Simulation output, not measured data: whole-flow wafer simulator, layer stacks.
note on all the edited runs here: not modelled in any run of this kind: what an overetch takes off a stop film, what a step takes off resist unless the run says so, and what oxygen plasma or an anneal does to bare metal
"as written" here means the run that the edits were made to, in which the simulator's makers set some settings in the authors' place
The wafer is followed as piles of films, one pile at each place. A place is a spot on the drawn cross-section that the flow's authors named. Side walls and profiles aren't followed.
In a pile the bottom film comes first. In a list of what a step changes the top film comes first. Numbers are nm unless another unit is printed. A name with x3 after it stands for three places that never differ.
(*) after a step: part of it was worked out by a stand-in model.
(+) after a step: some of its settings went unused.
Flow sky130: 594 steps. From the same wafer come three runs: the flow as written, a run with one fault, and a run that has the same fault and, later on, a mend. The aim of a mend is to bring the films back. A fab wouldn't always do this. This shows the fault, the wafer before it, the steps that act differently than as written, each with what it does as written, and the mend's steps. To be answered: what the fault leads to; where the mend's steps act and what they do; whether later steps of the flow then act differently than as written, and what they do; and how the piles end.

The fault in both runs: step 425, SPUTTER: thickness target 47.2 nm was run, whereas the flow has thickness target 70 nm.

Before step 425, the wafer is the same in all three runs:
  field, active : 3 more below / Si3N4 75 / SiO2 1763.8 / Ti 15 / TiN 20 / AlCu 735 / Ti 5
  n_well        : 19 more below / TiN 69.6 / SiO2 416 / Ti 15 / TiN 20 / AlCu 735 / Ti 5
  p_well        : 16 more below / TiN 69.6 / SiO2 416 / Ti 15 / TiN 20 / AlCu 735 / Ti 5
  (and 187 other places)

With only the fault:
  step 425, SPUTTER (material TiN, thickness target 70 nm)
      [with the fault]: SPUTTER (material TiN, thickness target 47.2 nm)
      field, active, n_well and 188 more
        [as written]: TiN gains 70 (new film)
        [with the fault]: TiN gains 47.2 (new film)
  Steps later in the flow that act otherwise than as written (not shown: 15 more steps that differ only slightly, by at most 2% or 0.5 nm, whichever is larger):
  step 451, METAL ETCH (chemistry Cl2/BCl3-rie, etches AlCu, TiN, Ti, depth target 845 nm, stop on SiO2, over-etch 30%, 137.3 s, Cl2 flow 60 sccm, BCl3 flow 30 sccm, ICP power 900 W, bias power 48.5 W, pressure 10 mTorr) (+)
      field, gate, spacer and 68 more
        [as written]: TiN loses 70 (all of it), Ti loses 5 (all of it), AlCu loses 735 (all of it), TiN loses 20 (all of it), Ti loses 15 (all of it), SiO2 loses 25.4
        [with the fault]: TiN loses 47.2 (all of it), Ti loses 5 (all of it), AlCu loses 735 (all of it), TiN loses 20 (all of it), Ti loses 15 (all of it), SiO2 loses 27.6
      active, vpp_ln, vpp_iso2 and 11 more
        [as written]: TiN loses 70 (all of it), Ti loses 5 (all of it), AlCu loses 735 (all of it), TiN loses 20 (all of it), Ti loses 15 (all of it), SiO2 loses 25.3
        [with the fault]: TiN loses 47.2 (all of it), Ti loses 5 (all of it), AlCu loses 735 (all of it), TiN loses 20 (all of it), Ti loses 15 (all of it), SiO2 loses 27.6
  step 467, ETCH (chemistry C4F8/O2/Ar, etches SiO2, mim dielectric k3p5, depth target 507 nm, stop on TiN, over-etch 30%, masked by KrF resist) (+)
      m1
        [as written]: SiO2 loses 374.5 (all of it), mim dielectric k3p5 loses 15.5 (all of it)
        [with the fault]: SiO2 loses 397.3 (all of it), mim dielectric k3p5 loses 15.5 (all of it)
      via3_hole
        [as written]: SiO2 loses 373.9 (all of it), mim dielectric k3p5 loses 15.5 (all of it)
        [with the fault]: SiO2 loses 396.7 (all of it), mim dielectric k3p5 loses 15.5 (all of it)
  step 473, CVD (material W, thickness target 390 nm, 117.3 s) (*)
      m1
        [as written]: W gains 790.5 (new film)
        [with the fault]: W gains 813.6 (new film)
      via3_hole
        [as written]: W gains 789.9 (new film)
        [with the fault]: W gains 813 (new film)
  By the end, the piles at n_well, p_well, gate_hv and 104 more depart from the flow's by more than 2% or 0.5 nm, whichever is larger.
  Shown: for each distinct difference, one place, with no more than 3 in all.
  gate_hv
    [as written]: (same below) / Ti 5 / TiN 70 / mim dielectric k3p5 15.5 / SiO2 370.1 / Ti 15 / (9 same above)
    [with the fault]: (same below) / Ti 5 / TiN 47.2 / mim dielectric k3p5 15.5 / SiO2 392.9 / Ti 15 / (9 same above)
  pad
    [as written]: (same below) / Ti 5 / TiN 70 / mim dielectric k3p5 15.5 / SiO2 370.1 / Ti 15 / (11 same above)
    [with the fault]: (same below) / Ti 5 / TiN 47.2 / mim dielectric k3p5 15.5 / SiO2 392.9 / Ti 15 / (11 same above)
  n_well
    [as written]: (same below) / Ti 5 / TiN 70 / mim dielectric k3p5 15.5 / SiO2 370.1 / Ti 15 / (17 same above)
    [with the fault]: (same below) / Ti 5 / TiN 47.2 / mim dielectric k3p5 15.5 / SiO2 392.9 / Ti 15 / (17 same above)

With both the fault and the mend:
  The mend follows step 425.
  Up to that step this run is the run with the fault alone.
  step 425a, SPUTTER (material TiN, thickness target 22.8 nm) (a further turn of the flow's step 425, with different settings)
      field, active, n_well and 188 more
        TiN gains 22.8
  Every later step of the flow that is run acts as written at every place that is followed.
  The piles end the same as the flow's at every place that both follow.
